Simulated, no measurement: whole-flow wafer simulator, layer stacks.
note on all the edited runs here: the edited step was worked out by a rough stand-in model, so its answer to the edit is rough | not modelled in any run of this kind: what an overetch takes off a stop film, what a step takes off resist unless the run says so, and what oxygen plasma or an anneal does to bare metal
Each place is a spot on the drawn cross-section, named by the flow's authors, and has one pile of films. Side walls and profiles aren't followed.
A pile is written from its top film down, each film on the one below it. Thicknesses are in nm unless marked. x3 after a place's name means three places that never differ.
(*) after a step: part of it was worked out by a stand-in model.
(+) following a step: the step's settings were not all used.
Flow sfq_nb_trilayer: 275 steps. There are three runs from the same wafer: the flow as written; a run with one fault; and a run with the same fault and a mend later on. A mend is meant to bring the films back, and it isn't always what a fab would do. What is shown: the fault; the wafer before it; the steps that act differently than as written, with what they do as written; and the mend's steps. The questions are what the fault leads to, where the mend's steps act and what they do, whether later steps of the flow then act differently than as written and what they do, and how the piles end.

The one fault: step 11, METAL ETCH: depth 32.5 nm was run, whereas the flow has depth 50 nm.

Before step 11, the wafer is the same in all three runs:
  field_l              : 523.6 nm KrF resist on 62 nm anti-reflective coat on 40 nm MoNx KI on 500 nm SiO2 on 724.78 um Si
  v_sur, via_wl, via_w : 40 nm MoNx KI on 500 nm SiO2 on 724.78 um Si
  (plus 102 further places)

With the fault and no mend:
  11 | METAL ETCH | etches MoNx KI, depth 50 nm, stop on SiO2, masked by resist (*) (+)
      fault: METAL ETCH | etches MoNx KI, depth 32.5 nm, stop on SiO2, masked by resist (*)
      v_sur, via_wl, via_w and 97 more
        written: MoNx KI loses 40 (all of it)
        fault: MoNx KI loses 32.5
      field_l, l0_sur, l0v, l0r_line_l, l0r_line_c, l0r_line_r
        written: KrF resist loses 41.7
        fault: KrF resist loses 27.1
  Steps further on in the flow that do not act as written (8 other steps are not shown; they differ only slightly, by no more than 2% or 0.5 nm, whichever is larger):
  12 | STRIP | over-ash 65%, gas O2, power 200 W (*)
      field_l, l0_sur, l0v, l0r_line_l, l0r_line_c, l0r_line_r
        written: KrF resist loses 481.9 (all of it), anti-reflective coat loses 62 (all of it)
        fault: KrF resist loses 496.5 (all of it), anti-reflective coat loses 62 (all of it)
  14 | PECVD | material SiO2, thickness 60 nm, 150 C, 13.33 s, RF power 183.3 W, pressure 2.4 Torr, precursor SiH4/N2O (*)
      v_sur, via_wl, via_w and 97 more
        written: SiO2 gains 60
        fault: SiO2 gains 60 (new film)
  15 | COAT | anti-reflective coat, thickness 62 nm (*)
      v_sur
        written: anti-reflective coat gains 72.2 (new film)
        fault: anti-reflective coat gains 70.3 (new film)
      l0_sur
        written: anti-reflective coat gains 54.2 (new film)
        fault: anti-reflective coat gains 55.5 (new film)
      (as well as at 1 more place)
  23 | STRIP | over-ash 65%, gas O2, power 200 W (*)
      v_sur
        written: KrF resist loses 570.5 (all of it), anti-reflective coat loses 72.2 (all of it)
        fault: KrF resist loses 568.3 (all of it), anti-reflective coat loses 70.3 (all of it)
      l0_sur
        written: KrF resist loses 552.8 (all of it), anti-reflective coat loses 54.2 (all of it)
        fault: KrF resist loses 554.2 (all of it), anti-reflective coat loses 55.5 (all of it)
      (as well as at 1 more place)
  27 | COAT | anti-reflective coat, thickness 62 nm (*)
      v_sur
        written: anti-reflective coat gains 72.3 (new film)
        fault: anti-reflective coat gains 70.5 (new film)
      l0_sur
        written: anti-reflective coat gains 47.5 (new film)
        fault: anti-reflective coat gains 48.5 (new film)
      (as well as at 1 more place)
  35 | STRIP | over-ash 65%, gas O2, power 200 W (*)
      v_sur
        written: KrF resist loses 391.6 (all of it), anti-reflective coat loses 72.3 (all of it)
        fault: KrF resist loses 389.8 (all of it), anti-reflective coat loses 70.5 (all of it)
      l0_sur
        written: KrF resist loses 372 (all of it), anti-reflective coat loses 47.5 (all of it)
        fault: KrF resist loses 373.8 (all of it), anti-reflective coat loses 48.5 (all of it)
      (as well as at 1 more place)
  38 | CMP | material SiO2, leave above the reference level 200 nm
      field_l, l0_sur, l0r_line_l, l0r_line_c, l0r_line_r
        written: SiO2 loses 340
        fault: SiO2 loses 332.5
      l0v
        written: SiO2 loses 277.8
        fault: SiO2 loses 270.3
  At v_sur, via_wl, via_w and 97 more, the piles at the end differ from the flow's by more than 2% or 0.5 nm, whichever is larger.
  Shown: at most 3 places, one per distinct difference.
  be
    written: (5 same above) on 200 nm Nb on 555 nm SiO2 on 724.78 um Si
    fault: (5 same above) on 200 nm Nb on 55 nm SiO2 on 7.5 nm MoNx KI on 500 nm SiO2 on 724.78 um Si
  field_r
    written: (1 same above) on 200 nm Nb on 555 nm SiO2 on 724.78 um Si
    fault: (1 same above) on 200 nm Nb on 55 nm SiO2 on 7.5 nm MoNx KI on 500 nm SiO2 on 724.78 um Si
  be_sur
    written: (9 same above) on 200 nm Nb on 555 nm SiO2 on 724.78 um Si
    fault: (9 same above) on 200 nm Nb on 55 nm SiO2 on 7.5 nm MoNx KI on 500 nm SiO2 on 724.78 um Si

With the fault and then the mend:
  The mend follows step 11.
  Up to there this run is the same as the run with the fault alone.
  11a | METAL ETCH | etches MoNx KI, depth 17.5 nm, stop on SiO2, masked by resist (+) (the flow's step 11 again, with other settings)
      v_sur, via_wl, via_w and 97 more
        MoNx KI loses 7.5 (all of it)
      field_l, l0_sur, l0v, l0r_line_l, l0r_line_c, l0r_line_r
        KrF resist loses 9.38
  None of the later steps of the flow differs from how it acts as written, at any place that is followed, by more than 2% or 0.5 nm, whichever is larger.
  By the end, the piles equal the flow's at every place that both follow.
